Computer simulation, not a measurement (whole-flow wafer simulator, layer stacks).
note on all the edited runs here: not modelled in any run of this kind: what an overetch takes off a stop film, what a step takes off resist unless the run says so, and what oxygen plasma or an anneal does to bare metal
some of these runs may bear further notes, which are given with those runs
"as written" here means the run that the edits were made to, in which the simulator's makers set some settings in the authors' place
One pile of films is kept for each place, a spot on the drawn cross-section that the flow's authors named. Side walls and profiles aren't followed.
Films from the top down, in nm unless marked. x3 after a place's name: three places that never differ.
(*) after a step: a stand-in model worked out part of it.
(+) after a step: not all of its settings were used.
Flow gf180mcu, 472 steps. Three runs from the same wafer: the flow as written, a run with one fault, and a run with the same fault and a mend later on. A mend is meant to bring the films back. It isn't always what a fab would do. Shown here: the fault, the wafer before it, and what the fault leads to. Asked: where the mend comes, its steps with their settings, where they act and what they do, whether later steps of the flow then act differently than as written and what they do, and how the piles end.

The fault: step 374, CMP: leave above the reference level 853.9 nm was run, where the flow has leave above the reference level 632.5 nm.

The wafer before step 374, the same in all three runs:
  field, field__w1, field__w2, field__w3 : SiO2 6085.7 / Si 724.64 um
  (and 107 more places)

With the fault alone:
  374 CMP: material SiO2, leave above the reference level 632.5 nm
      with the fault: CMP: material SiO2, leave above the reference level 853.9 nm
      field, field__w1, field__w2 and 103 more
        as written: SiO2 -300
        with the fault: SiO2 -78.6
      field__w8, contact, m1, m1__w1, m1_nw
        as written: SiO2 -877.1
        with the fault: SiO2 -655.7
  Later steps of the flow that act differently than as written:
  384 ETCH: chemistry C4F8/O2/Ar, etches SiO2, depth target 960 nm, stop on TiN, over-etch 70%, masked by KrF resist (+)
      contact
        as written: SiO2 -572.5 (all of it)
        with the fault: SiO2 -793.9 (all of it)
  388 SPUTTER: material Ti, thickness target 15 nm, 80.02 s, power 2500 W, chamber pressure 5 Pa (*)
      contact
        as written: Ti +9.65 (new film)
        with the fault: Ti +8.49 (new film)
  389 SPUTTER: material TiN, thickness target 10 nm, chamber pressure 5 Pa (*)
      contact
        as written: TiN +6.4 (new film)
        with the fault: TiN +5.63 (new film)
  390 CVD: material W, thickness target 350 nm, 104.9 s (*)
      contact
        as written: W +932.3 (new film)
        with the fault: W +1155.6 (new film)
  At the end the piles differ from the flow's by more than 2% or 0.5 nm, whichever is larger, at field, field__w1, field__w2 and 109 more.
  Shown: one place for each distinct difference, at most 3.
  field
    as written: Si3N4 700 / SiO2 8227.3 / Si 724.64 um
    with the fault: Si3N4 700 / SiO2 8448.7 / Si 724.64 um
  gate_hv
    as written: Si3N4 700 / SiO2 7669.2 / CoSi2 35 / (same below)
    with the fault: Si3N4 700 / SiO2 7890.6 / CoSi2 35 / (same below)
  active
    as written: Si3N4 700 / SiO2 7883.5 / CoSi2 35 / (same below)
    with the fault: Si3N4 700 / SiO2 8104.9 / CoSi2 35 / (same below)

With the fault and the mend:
  The mend comes after step 382.
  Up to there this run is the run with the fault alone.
  382a STRIP: chemistry O2/N2, power 2160 W, pressure 1700 mTorr (*)
      field, field__w1, field__w2 and 107 more
        KrF resist -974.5 (all of it), anti-reflective coat -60 (all of it)
      contact
        anti-reflective coat -60 (all of it)
  382b CMP: material SiO2, leave above the reference level 632.5 nm (the flow's step 374 once more)
      field, field__w1, field__w2 and 108 more
        SiO2 -221.4
  382c HMDS: 120 C, 60 s (the flow's step 376 once more)
      changes no film at any place that is followed
  382d COAT: anti-reflective coat, thickness 60 nm, 182 C, 71 s (the flow's step 377 once more)
      field, field__w1, field__w2 and 108 more
        anti-reflective coat +60 (new film)
  382e COAT: KrF resist, thickness 1000 nm (the flow's step 378 once more)
      field, field__w1, field__w2 and 108 more
        KrF resist +1000 (new film)
  382f SOFTBAKE: KrF resist (the flow's step 379 once more)
      changes no film at any place that is followed
  382g EXPOSE: photomask Via4 (the flow's step 380 once more)
      changes no film at any place that is followed
  382h PEB: KrF resist, 135 C, 90 s (the flow's step 381 once more)
      field, field__w1, field__w2 and 108 more
        KrF resist -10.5
  382i DEVELOP: KrF resist, thickness 1000 nm, 60 s (the flow's step 382 once more)
      field, field__w1, field__w2 and 107 more
        KrF resist -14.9
      contact
        KrF resist -989.5 (all of it)
  No later step of the flow acts differently than as written at any place that is followed.
  At the end the piles are the same as the flow's at every place that both follow.
